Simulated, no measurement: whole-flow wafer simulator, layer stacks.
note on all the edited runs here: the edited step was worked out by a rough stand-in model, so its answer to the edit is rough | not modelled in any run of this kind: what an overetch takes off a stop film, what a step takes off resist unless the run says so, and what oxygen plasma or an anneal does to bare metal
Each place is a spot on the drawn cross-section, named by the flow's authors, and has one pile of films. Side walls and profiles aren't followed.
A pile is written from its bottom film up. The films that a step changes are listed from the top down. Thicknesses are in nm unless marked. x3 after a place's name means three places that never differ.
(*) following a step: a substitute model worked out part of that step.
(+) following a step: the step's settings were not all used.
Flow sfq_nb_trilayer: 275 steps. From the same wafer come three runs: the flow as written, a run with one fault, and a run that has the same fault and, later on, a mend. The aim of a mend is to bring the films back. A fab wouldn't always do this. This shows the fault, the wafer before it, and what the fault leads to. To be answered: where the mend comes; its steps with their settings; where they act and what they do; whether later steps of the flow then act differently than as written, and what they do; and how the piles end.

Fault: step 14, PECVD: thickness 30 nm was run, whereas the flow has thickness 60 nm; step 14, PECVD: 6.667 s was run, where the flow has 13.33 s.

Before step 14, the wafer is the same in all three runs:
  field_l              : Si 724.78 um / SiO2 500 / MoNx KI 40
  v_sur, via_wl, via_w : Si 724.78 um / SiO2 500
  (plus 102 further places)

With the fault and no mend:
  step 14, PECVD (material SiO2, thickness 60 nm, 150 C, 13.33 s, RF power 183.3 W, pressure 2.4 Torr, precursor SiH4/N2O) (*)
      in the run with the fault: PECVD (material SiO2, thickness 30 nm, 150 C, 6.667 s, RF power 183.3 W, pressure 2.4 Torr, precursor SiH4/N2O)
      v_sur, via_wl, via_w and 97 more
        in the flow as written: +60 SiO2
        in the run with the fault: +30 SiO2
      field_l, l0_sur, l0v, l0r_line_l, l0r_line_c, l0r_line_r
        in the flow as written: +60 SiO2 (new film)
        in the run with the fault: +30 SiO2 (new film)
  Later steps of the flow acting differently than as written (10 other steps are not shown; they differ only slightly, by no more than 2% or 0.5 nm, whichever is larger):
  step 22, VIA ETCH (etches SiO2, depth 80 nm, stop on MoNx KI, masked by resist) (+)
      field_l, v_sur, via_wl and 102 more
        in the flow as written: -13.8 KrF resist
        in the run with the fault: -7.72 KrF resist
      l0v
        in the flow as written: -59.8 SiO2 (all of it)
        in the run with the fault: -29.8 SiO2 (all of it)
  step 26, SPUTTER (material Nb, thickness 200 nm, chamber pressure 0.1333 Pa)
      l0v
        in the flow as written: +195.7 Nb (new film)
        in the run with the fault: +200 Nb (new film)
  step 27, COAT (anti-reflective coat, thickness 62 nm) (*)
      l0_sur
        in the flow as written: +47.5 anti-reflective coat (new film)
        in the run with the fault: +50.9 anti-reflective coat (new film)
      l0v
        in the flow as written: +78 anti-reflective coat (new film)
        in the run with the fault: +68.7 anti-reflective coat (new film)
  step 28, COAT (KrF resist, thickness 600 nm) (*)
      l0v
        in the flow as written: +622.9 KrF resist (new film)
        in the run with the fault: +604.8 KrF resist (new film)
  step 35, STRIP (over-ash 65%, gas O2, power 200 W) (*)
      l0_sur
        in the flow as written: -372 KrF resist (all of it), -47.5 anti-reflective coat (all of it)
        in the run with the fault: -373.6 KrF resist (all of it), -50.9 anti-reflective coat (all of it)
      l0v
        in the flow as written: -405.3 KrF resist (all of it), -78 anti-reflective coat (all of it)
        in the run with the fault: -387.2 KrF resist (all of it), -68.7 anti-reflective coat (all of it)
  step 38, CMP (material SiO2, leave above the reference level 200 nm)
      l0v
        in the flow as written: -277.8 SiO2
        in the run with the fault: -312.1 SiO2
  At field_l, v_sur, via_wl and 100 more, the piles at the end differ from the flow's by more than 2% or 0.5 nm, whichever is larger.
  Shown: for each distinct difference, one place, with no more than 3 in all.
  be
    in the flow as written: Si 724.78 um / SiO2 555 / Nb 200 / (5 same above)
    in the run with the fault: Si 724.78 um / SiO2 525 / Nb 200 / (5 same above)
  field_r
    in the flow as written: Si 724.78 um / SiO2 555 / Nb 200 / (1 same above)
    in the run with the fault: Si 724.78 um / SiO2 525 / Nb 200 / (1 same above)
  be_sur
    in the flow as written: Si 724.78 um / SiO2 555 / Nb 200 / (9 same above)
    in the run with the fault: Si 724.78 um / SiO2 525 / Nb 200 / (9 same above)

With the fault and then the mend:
  The mend stands after step 14.
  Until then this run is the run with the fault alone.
  step 14a, PECVD (material SiO2, thickness 30 nm, 150 C, 6.667 s, RF power 183.3 W, pressure 2.4 Torr, precursor SiH4/N2O) (a further turn of the flow's step 14, with different settings)
      field_l, v_sur, via_wl and 103 more
        +30 SiO2
  None of the later steps of the flow differs from how it acts as written, at any place that is followed, by more than 2% or 0.5 nm, whichever is larger.
  By the end, the piles equal the flow's at every place that both follow.
